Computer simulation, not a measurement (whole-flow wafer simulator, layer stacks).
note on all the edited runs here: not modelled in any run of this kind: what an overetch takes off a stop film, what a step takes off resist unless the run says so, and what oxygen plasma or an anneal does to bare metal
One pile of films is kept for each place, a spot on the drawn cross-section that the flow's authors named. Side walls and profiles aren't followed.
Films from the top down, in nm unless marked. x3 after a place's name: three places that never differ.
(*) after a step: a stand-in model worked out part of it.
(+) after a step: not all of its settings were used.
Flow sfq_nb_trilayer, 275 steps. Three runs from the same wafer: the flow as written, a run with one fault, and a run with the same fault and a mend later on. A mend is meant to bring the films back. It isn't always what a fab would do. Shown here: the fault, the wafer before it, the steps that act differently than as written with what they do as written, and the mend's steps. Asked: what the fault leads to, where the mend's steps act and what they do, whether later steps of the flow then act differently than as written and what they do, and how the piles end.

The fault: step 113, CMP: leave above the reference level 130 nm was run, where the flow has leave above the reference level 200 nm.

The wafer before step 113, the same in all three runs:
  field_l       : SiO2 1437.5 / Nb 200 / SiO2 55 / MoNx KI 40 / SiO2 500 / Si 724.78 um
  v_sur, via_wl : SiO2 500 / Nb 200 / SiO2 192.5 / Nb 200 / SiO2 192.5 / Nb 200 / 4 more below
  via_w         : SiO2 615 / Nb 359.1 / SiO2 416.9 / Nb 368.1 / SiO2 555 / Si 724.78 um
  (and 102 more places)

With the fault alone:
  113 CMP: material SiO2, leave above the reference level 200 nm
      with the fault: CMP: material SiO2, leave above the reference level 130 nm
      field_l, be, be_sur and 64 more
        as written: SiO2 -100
        with the fault: SiO2 -170
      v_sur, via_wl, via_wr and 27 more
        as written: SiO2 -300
        with the fault: SiO2 -370
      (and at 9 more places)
  Later steps of the flow that act differently than as written (3 more steps differ only slightly, by at most 2% or 0.5 nm, whichever is larger, and aren't shown):
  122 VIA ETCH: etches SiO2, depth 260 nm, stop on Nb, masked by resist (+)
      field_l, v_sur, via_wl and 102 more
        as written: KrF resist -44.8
        with the fault: KrF resist -33.6
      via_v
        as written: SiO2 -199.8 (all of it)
        with the fault: SiO2 -129.8 (all of it)
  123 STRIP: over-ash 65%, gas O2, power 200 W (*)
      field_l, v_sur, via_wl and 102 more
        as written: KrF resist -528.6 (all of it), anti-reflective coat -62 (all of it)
        with the fault: KrF resist -539.9 (all of it), anti-reflective coat -62 (all of it)
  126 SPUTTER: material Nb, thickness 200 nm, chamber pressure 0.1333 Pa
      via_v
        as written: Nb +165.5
        with the fault: Nb +181
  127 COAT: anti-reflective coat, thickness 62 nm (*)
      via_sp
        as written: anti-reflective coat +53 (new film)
        with the fault: anti-reflective coat +54.4 (new film)
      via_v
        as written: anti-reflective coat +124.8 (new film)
        with the fault: anti-reflective coat +108.7 (new film)
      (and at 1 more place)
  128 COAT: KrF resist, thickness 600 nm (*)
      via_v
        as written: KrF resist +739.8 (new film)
        with the fault: KrF resist +681.9 (new film)
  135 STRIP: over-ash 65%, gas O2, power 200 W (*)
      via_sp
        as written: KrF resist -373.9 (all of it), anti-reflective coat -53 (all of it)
        with the fault: KrF resist -378.6 (all of it), anti-reflective coat -54.4 (all of it)
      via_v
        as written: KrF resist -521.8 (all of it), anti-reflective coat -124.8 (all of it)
        with the fault: KrF resist -464.1 (all of it), anti-reflective coat -108.7 (all of it)
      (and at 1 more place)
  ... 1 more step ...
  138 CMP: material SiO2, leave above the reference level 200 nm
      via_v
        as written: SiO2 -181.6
        with the fault: SiO2 -157.1
  At the end the piles differ from the flow's by more than 2% or 0.5 nm, whichever is larger, at field_l, v_sur, via_wl and 103 more.
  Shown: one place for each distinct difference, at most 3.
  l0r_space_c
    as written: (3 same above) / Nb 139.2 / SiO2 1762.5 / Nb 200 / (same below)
    with the fault: (3 same above) / Nb 139.2 / SiO2 1692.5 / Nb 200 / (same below)
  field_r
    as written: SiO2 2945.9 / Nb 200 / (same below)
    with the fault: SiO2 2875.9 / Nb 200 / (same below)
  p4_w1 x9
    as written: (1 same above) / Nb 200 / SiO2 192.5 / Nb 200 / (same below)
    with the fault: (1 same above) / Nb 200 / SiO2 122.5 / Nb 200 / (same below)

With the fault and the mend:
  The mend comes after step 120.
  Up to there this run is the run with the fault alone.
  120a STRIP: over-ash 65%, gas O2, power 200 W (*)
      field_l, v_sur, via_wl and 102 more
        KrF resist -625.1 (all of it), anti-reflective coat -62 (all of it)
      via_v
        anti-reflective coat -62 (all of it)
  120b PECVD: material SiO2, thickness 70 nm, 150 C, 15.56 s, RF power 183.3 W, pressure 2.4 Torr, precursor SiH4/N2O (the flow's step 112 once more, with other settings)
      field_l, v_sur, via_wl and 103 more
        SiO2 +70
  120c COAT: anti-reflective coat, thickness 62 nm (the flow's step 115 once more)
      field_l, v_sur, via_wl and 103 more
        anti-reflective coat +62 (new film)
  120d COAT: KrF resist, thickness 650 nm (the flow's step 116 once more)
      field_l, v_sur, via_wl and 103 more
        KrF resist +650 (new film)
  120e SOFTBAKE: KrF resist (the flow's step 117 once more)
      changes no film at any place that is followed
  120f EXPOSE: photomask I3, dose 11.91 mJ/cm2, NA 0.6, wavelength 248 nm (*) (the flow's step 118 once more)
      changes no film at any place that is followed
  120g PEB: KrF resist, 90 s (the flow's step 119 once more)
      field_l, v_sur, via_wl and 103 more
        KrF resist -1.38
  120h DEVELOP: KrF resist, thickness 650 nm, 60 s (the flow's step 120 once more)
      field_l, v_sur, via_wl and 102 more
        KrF resist -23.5
      via_v
        KrF resist -648.6 (all of it)
  No later step of the flow acts differently than as written at any place that is followed.
  At the end the piles are the same as the flow's at every place that both follow.
